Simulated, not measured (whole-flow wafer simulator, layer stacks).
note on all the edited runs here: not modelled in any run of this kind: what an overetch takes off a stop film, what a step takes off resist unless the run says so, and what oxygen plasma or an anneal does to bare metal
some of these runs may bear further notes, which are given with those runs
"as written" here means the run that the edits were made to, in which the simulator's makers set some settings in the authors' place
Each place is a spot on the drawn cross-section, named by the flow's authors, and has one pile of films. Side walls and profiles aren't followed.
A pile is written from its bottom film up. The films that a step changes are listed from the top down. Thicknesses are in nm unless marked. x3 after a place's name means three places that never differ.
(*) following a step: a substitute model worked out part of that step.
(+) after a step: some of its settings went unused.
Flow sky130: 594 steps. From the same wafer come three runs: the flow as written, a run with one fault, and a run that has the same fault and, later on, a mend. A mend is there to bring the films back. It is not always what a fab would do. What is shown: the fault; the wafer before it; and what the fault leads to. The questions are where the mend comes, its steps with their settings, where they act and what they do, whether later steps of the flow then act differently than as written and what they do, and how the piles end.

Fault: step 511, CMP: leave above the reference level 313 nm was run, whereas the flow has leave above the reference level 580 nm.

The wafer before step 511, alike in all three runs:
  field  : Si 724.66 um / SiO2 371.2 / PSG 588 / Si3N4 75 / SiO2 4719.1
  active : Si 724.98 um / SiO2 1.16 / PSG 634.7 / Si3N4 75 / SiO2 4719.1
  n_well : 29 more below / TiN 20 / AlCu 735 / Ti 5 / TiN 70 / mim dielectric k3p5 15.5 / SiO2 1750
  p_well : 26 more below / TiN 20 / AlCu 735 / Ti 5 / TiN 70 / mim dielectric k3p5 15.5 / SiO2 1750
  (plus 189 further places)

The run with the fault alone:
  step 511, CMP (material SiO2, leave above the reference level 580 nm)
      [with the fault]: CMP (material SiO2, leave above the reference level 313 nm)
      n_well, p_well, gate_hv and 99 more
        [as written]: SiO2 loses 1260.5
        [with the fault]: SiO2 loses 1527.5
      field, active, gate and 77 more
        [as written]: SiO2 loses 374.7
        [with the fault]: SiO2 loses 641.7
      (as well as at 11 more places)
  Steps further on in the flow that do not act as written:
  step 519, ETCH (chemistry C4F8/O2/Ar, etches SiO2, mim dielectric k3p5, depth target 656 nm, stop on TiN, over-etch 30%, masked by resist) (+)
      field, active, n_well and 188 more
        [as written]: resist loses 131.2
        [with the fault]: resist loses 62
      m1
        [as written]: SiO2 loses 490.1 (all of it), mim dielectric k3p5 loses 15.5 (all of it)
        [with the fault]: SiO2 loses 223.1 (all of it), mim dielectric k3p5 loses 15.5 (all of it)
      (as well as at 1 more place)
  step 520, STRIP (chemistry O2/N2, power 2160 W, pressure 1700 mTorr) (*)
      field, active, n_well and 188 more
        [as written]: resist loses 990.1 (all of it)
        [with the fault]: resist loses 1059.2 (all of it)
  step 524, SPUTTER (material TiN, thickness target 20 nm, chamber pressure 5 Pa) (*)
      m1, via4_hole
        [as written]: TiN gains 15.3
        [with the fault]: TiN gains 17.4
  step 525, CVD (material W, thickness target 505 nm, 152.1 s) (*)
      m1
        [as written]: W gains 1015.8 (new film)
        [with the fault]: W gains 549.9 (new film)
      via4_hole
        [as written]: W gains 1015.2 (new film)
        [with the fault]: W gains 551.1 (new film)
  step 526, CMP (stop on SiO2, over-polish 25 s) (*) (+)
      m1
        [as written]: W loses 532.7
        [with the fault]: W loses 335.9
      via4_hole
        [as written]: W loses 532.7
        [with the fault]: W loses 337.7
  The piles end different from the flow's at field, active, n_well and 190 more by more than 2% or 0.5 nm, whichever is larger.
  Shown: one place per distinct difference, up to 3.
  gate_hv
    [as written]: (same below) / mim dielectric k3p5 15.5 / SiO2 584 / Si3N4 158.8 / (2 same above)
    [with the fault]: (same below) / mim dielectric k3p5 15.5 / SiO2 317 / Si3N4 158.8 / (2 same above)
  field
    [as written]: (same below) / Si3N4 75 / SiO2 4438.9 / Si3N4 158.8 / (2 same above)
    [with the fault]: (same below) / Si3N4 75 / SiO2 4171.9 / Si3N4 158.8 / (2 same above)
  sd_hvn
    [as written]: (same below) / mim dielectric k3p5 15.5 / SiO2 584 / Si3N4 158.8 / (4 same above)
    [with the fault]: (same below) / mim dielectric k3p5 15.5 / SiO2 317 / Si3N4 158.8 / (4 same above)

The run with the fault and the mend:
  After step 511 comes the mend.
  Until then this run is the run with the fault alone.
  step 511a, HDPCVD (thickness target 267 nm) (*) (the flow's step 510, run once more with other settings)
      field, active, n_well and 190 more
        SiO2 gains 267
  None of the later steps of the flow acts differently than as written at any place that is followed.
  The piles end the same as the flow's at every place that both follow.
